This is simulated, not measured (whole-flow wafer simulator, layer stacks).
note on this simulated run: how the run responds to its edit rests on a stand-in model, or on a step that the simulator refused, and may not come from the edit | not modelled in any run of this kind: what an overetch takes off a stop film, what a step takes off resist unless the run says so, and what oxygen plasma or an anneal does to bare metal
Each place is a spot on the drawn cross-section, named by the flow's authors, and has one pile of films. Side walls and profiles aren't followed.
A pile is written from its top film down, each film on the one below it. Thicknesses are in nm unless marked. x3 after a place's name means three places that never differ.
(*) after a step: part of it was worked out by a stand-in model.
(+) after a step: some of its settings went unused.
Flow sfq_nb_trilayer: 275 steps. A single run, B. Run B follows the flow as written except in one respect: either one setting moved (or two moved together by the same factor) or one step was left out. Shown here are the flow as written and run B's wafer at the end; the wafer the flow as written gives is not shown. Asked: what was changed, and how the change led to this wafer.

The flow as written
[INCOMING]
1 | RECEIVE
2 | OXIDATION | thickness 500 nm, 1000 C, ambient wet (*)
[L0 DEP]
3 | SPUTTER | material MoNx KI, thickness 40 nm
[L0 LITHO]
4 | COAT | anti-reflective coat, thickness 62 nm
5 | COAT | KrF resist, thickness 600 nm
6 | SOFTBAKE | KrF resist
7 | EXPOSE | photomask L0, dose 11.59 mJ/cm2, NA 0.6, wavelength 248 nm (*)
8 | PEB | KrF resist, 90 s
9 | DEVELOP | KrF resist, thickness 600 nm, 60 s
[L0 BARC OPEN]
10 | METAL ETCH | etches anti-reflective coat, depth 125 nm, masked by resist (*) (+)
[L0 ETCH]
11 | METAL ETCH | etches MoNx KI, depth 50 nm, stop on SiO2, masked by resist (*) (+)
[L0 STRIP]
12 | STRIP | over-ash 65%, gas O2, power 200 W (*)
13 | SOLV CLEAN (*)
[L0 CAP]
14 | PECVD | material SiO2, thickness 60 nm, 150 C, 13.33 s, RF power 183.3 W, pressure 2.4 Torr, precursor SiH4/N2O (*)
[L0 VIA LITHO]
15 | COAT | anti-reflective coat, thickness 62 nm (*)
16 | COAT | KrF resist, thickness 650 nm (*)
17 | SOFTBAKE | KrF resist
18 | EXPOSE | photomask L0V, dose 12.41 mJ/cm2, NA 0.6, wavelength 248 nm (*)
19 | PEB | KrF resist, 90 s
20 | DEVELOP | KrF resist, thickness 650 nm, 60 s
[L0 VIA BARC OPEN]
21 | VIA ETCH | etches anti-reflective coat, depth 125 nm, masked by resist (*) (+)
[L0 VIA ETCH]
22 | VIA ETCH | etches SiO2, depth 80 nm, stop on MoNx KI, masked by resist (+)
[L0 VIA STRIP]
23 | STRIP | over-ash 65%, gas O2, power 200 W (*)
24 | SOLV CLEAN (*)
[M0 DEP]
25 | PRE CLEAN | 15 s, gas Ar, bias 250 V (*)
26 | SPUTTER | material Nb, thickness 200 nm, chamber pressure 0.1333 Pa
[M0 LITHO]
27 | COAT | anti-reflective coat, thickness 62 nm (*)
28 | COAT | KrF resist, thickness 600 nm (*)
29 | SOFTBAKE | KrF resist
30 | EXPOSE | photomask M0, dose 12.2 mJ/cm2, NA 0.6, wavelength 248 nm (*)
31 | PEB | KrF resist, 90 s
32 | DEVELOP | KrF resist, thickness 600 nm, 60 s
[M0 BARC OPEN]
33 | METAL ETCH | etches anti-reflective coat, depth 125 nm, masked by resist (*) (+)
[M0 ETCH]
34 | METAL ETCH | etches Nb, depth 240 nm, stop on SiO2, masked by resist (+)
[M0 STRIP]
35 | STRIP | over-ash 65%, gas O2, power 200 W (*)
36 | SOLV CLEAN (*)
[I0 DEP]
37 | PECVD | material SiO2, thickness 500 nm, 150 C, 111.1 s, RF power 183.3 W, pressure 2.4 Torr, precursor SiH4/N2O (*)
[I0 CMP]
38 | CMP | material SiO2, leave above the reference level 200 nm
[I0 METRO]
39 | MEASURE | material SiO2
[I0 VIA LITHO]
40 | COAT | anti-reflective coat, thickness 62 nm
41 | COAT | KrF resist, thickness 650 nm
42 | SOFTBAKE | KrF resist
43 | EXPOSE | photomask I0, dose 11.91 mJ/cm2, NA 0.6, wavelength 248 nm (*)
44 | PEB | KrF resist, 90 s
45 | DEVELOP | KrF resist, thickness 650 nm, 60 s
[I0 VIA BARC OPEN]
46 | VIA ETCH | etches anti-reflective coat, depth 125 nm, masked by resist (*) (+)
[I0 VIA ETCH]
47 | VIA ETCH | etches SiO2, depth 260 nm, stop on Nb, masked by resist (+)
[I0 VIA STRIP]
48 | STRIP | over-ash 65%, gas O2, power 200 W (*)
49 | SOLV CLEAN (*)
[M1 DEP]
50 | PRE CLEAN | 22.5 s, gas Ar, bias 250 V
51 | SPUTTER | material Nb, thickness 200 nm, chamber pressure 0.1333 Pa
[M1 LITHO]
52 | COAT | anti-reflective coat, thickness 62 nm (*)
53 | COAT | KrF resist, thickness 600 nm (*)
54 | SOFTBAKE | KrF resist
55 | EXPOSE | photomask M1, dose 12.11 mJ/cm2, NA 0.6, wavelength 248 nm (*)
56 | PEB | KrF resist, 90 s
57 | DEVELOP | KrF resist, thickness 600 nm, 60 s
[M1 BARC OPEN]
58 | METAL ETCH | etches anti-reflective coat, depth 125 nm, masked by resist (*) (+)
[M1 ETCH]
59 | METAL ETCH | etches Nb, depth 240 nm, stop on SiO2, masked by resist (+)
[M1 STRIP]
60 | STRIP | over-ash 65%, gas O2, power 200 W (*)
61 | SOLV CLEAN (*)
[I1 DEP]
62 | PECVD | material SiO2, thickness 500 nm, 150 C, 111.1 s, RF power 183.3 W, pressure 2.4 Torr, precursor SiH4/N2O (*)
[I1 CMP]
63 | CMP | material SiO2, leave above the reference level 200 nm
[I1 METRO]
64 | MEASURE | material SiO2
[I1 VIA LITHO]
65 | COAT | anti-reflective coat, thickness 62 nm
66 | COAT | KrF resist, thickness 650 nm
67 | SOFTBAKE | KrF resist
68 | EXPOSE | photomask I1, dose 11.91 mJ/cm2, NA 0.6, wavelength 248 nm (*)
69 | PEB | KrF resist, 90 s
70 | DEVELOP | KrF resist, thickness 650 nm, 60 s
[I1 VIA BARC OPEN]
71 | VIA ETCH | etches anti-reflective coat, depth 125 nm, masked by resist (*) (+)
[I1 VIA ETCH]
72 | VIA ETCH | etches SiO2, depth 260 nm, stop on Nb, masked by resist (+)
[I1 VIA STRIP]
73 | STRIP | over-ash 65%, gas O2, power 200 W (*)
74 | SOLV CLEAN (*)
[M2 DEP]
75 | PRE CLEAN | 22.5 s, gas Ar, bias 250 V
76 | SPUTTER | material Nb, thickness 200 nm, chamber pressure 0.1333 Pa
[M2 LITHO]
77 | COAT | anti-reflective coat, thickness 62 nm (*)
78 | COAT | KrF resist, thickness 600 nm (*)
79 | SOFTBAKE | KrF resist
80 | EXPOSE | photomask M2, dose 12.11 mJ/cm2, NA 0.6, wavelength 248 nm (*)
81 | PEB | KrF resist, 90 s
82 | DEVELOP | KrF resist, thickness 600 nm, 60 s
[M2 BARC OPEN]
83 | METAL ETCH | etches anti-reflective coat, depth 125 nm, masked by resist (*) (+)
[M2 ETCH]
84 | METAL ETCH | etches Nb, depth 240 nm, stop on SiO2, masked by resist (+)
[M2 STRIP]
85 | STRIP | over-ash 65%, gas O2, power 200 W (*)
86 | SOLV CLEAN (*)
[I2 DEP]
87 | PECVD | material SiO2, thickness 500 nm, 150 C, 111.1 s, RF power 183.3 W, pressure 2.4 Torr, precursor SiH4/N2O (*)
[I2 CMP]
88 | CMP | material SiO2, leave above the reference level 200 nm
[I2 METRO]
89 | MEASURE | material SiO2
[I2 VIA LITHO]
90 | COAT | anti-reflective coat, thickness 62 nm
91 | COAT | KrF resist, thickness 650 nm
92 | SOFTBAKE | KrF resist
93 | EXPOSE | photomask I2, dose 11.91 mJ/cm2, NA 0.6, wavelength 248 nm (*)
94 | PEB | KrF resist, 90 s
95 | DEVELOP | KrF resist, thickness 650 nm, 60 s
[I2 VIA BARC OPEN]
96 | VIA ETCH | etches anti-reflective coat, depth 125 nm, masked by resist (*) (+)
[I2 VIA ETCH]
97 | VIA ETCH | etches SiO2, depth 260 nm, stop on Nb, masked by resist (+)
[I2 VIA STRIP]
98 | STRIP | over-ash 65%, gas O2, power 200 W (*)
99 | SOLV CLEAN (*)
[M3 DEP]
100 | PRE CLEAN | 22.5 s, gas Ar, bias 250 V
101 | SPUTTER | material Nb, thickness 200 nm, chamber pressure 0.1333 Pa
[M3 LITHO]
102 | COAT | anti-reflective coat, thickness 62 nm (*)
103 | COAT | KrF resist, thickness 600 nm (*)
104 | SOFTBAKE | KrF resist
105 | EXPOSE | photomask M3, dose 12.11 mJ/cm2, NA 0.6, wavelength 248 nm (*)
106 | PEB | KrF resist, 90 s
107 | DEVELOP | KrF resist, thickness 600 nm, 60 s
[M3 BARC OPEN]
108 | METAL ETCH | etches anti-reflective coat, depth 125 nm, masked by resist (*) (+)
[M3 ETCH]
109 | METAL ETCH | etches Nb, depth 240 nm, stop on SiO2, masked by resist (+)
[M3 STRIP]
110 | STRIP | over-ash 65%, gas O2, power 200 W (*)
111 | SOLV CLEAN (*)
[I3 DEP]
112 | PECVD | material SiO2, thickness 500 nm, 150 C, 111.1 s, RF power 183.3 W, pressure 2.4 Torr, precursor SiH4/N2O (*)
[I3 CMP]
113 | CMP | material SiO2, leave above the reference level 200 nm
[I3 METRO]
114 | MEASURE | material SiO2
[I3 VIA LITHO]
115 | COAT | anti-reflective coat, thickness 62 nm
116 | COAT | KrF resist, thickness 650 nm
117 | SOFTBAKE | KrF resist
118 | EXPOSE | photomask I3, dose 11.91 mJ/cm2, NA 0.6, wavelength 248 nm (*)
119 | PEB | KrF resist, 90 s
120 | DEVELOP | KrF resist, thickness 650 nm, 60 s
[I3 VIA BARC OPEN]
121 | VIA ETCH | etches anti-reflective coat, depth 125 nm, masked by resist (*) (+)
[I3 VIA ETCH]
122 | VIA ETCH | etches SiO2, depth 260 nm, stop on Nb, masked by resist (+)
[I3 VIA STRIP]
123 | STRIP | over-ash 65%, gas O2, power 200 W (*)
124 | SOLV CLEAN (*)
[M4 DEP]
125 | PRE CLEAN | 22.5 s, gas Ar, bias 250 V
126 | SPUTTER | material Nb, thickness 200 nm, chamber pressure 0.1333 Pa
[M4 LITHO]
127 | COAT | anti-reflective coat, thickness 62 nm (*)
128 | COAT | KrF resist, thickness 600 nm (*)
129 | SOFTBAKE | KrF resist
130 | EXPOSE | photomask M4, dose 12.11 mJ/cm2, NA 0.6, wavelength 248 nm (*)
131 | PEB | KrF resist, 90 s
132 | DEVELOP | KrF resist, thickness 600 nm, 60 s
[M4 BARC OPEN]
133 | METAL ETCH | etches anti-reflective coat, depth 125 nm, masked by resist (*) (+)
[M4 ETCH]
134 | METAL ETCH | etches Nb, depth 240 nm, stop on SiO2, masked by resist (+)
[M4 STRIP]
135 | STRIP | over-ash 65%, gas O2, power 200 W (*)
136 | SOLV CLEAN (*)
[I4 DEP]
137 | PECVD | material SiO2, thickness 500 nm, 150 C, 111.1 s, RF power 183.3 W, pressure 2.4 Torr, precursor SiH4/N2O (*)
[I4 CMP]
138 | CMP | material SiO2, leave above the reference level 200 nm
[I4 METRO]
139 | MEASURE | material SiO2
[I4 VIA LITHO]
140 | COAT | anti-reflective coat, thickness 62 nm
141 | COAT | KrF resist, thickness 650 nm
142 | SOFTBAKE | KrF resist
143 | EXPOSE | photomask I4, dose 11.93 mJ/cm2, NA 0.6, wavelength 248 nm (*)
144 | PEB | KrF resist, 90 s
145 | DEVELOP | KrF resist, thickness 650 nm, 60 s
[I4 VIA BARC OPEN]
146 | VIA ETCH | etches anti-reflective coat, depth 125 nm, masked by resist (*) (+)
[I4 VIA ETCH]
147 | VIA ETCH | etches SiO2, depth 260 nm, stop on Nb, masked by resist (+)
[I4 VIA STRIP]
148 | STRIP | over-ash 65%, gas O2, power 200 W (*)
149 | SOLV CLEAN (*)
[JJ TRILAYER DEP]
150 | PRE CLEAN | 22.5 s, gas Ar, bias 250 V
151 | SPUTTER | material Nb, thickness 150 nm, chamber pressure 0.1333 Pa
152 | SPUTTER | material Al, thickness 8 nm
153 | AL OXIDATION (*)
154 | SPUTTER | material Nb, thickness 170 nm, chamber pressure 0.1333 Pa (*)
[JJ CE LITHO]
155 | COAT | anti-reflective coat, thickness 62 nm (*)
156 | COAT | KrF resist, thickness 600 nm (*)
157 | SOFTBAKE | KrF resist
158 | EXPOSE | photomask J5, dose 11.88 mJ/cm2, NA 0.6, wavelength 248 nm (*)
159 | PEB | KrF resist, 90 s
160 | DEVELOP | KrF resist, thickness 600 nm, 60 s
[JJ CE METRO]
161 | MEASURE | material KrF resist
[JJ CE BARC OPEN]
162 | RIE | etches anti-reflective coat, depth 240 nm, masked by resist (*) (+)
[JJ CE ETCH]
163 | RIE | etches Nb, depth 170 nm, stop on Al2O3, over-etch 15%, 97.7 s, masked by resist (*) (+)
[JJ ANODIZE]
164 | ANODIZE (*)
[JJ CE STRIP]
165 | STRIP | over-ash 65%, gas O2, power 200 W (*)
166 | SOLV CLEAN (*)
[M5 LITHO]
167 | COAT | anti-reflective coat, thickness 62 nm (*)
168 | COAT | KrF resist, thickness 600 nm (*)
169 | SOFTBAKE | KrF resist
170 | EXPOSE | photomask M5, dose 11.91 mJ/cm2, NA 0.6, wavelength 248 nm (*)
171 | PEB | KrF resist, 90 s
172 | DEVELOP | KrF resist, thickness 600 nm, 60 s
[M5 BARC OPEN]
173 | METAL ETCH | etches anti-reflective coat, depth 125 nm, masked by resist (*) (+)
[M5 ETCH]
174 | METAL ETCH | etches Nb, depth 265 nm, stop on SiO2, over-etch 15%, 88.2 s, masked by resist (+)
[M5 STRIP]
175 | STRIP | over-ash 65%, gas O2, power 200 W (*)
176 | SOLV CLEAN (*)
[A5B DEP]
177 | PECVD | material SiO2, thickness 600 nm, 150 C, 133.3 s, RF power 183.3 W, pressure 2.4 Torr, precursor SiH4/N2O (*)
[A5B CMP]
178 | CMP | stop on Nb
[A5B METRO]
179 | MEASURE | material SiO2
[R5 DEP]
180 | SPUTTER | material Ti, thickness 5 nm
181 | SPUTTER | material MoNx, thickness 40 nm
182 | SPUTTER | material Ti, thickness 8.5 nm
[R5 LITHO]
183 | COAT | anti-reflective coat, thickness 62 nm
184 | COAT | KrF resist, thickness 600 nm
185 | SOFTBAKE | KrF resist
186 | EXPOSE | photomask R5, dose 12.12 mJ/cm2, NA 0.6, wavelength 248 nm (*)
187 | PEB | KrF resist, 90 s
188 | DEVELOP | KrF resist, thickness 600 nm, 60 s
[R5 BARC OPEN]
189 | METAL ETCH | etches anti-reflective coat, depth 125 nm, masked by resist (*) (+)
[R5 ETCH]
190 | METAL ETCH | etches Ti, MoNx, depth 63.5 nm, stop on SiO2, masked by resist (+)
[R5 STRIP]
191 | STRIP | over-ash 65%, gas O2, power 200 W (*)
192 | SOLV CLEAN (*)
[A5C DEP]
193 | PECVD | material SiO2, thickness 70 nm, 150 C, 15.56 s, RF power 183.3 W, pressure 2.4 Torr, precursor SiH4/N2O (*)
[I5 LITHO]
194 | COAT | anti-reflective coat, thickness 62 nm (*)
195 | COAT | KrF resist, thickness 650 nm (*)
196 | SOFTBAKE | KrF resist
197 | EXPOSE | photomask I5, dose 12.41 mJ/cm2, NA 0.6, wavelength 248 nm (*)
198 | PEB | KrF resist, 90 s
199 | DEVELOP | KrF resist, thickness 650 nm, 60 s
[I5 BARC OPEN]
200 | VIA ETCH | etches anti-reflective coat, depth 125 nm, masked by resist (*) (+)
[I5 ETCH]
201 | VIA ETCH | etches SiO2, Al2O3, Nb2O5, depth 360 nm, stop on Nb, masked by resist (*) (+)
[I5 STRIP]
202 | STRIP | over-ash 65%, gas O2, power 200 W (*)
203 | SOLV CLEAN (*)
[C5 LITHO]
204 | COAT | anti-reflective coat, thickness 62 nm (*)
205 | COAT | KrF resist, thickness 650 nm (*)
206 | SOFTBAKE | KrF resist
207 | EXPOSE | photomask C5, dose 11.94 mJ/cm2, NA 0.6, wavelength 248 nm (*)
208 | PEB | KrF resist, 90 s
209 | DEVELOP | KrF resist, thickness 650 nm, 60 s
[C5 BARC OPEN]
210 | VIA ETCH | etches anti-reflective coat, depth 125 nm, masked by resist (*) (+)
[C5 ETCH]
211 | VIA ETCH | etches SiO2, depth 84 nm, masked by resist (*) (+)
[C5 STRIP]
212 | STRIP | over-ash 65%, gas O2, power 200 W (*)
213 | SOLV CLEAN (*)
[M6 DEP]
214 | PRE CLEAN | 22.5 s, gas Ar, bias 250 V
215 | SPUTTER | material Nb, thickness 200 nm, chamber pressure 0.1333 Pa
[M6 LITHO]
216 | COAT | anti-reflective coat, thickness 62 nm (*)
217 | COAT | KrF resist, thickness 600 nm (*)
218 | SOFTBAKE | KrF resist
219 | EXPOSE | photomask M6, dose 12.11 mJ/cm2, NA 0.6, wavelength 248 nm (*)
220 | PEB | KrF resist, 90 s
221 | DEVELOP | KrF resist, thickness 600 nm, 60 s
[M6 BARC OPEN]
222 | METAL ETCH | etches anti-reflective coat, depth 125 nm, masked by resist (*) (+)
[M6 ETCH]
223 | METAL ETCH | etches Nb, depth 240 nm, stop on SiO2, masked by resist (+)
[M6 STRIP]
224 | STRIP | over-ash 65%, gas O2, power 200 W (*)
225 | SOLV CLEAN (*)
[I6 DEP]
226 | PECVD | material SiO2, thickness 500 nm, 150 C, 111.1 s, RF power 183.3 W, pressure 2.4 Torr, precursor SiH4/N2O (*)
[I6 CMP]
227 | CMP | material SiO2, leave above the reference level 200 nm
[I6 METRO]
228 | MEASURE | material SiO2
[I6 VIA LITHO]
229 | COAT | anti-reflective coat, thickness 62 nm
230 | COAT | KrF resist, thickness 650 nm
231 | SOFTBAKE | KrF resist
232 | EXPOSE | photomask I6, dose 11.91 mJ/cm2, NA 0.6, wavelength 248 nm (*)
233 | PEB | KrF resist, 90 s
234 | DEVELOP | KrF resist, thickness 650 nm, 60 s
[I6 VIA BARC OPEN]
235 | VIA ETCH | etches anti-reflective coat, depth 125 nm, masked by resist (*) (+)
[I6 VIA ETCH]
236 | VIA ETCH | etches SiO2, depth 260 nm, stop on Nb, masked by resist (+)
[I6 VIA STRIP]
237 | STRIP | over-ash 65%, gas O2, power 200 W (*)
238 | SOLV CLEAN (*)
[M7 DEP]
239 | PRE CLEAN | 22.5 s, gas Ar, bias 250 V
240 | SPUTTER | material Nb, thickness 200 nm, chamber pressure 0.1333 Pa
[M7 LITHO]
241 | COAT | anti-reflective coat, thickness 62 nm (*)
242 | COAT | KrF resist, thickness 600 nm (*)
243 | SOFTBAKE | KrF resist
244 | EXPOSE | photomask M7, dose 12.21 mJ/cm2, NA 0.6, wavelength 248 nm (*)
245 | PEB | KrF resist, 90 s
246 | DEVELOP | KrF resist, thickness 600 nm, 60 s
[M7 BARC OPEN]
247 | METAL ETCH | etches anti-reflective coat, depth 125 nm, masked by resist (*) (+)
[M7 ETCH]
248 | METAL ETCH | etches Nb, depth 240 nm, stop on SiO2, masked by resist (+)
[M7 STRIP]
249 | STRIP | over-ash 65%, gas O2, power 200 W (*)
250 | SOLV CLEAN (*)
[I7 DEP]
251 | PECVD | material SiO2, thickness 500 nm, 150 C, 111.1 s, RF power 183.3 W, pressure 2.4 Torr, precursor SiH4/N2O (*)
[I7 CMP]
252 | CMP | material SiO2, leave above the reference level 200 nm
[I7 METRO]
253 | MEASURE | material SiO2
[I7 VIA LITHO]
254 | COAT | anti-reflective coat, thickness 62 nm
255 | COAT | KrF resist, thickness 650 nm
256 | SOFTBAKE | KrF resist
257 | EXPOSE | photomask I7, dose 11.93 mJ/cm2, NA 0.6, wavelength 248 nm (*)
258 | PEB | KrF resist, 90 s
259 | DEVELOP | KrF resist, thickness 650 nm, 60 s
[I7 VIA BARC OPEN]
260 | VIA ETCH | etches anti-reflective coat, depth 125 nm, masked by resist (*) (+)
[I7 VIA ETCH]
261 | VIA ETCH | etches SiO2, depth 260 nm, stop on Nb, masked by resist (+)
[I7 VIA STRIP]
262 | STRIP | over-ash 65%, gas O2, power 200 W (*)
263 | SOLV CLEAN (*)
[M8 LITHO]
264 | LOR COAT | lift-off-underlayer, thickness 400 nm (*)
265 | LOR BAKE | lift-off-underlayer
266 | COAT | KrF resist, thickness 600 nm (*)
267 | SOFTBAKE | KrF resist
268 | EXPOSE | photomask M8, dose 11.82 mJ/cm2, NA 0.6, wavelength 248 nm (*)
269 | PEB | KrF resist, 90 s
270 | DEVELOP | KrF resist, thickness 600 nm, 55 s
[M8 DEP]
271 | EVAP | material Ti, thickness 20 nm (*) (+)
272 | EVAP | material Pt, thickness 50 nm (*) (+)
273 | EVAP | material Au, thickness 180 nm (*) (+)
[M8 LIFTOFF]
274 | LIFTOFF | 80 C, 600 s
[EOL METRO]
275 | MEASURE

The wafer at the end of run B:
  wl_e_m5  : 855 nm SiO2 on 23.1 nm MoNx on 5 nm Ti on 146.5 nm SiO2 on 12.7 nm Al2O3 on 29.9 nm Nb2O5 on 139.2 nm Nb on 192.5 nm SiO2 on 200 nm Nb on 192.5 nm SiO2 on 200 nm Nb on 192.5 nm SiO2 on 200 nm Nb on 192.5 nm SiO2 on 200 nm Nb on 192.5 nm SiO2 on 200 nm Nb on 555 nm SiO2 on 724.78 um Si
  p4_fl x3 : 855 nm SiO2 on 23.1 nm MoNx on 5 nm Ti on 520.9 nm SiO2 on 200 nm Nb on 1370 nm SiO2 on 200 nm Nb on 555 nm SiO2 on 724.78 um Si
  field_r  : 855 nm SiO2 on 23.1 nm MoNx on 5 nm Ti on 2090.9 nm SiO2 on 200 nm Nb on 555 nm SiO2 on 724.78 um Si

The reason: step 190, METAL ETCH: depth 25.4 nm was run, while the flow as written has depth 63.5 nm.

Step by step, how the change led to this:
  190 | METAL ETCH | etches Ti, MoNx, depth 63.5 nm, stop on SiO2, masked by resist (+)
      field_l, v_sur, via_wl and 92 more: Ti loses 8.5 (all of it), MoNx loses 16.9 (in the flow as written it would be: Ti loses 8.5 (all of it), MoNx loses 40 (all of it), Ti loses 5 (all of it))
      ce_l, c5j, ce_r, wl_jj: Ti loses 8.5 (all of it), MoNx loses 16.9 (in the flow as written it would be: Ti loses 8.5 (all of it), MoNx loses 40 (all of it), Ti loses 5 (all of it), Nb loses 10)
      (and at 7 other places as well)
  191 | STRIP | over-ash 65%, gas O2, power 200 W (*)
      be_r, r_sur, res, r_end, r5r_line_l, r5r_line_c, r5r_line_r: KrF resist loses 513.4 (all of it), anti-reflective coat loses 62 (all of it) (in the flow as written it would be: KrF resist loses 498.2 (all of it), anti-reflective coat loses 62 (all of it))
  193 | PECVD | material SiO2, thickness 70 nm, 150 C, 15.56 s, RF power 183.3 W, pressure 2.4 Torr, precursor SiH4/N2O (*)
      field_l, v_sur, via_wl and 92 more: SiO2 gains 70 (new film) (in the flow as written it would be: SiO2 gains 70)
  194 | COAT | anti-reflective coat, thickness 62 nm (*)
      wl_j_sl, wl_j_sr: anti-reflective coat gains 62 (new film) (in the flow as written it would be: anti-reflective coat gains 60.2 (new film))
      r5r_spacepad_l, r5r_spacepad_r: anti-reflective coat gains 72.4 (new film) (in the flow as written it would be: anti-reflective coat gains 84.4 (new film))
      (and at 15 other places as well)
  195 | COAT | KrF resist, thickness 650 nm (*)
      be_r: KrF resist gains 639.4 (new film) (in the flow as written it would be: KrF resist gains 626.3 (new film))
  201 | VIA ETCH | etches SiO2, Al2O3, Nb2O5, depth 360 nm, stop on Nb, masked by resist (*) (+)
      be: SiO2 loses 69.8 (all of it), MoNx loses 23.1 (all of it), Ti loses 5 (all of it), SiO2 loses 146.5 (all of it), Al2O3 loses 12.7 (all of it), Nb2O5 loses 29.9 (all of it) (in the flow as written it would be: SiO2 loses 216.4 (all of it), Al2O3 loses 12.7 (all of it), Nb2O5 loses 29.9 (all of it))
  202 | STRIP | over-ash 65%, gas O2, power 200 W (*)
      wl_j_sl, wl_j_sr: KrF resist loses 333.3 (all of it), anti-reflective coat loses 62 (all of it) (in the flow as written it would be: KrF resist loses 333.3 (all of it), anti-reflective coat loses 60.2 (all of it))
      r5r_spacepad_l, r5r_spacepad_r: KrF resist loses 334.4 (all of it), anti-reflective coat loses 72.4 (all of it) (in the flow as written it would be: KrF resist loses 335.6 (all of it), anti-reflective coat loses 84.4 (all of it))
      (and at 15 other places as well)
  204 | COAT | anti-reflective coat, thickness 62 nm (*)
      wl_j_sl, wl_j_sr: anti-reflective coat gains 62 (new film) (in the flow as written it would be: anti-reflective coat gains 60.2 (new film))
      r5r_spacepad_l, r5r_spacepad_r: anti-reflective coat gains 72.4 (new film) (in the flow as written it would be: anti-reflective coat gains 84.4 (new film))
      (and at 17 other places as well)
  205 | COAT | KrF resist, thickness 650 nm (*)
      be: KrF resist gains 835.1 (new film) (in the flow as written it would be: KrF resist gains 815.3 (new film))
      be_r: KrF resist gains 637.6 (new film) (in the flow as written it would be: KrF resist gains 624.6 (new film))
  210 | VIA ETCH | etches anti-reflective coat, depth 125 nm, masked by resist (*) (+)
      field_l, v_sur, via_wl and 101 more: KrF resist loses 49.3 (in the flow as written it would be: KrF resist loses 47.4)
      c5j: anti-reflective coat loses 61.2 (all of it), SiO2 loses 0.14 (in the flow as written it would be: anti-reflective coat loses 63.9 (all of it), SiO2 loses 0.11)
      (and at 1 other place as well)
  211 | VIA ETCH | etches SiO2, depth 84 nm, masked by resist (*) (+)
      c5j: SiO2 loses 69.9 (all of it) (in the flow as written it would be: SiO2 loses 69.9 (all of it), Nb loses 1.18)
  212 | STRIP | over-ash 65%, gas O2, power 200 W (*)
      wl_j_sl, wl_j_sr: KrF resist loses 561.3 (all of it), anti-reflective coat loses 62 (all of it) (in the flow as written it would be: KrF resist loses 563.4 (all of it), anti-reflective coat loses 60.2 (all of it))
      r5r_spacepad_l, r5r_spacepad_r: KrF resist loses 562.4 (all of it), anti-reflective coat loses 72.4 (all of it) (in the flow as written it would be: KrF resist loses 565.8 (all of it), anti-reflective coat loses 84.4 (all of it))
      (and at 15 other places as well)
  214 | PRE CLEAN | 22.5 s, gas Ar, bias 250 V
      c5j: MoNx loses 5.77 (in the flow as written it would be: Nb loses 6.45)
  215 | SPUTTER | material Nb, thickness 200 nm, chamber pressure 0.1333 Pa
      c5j: Nb gains 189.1 (new film) (in the flow as written it would be: Nb gains 188.4)
      be: Nb gains 141.1 (in the flow as written it would be: Nb gains 147.3)
  216 | COAT | anti-reflective coat, thickness 62 nm (*)
      r5r_line_l, r5r_line_c, r5r_line_r: anti-reflective coat gains 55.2 (new film) (in the flow as written it would be: anti-reflective coat gains 50 (new film))
      wl_j_sl, wl_j_sr: anti-reflective coat gains 62 (new film) (in the flow as written it would be: anti-reflective coat gains 60.2 (new film))
      (and at 17 other places as well)
  217 | COAT | KrF resist, thickness 600 nm (*)
      be: KrF resist gains 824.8 (new film) (in the flow as written it would be: KrF resist gains 793.9 (new film))
      be_r: KrF resist gains 583.4 (new film) (in the flow as written it would be: KrF resist gains 570.3 (new film))
      (and at 2 other places as well)
  ... 3 other steps ...
  227 | CMP | material SiO2, leave above the reference level 200 nm
      ce_l, ce_r, wl_jj: SiO2 loses 300 (in the flow as written it would be: SiO2 loses 290)
      be_r, r_sur, r_end: SiO2 loses 325.4 (in the flow as written it would be: SiO2 loses 353.5)
      (and at 7 other places as well)
If metal films that touch count as one body, wl_e_m5 has 7 bodies (between them, from the top down: SiO2 146.5 / Al2O3 12.7 / Nb2O5 29.9; SiO2 192.5; SiO2 192.5; SiO2 192.5; SiO2 192.5; SiO2 192.5); the flow as written gives 6 bodies (between them, from the top down: SiO2 192.5; SiO2 192.5; SiO2 192.5; SiO2 192.5; SiO2 192.5).
If metal films that touch count as one body, p4_fl x3 has 3 bodies (between them, from the top down: SiO2 520.9; SiO2 1370); the flow as written gives 2 bodies (between them, from the top down: SiO2 1370).
If metal films that touch count as one body, field_r has 2 bodies (between them, from the top down: SiO2 2090.9); the flow as written gives 1 body.
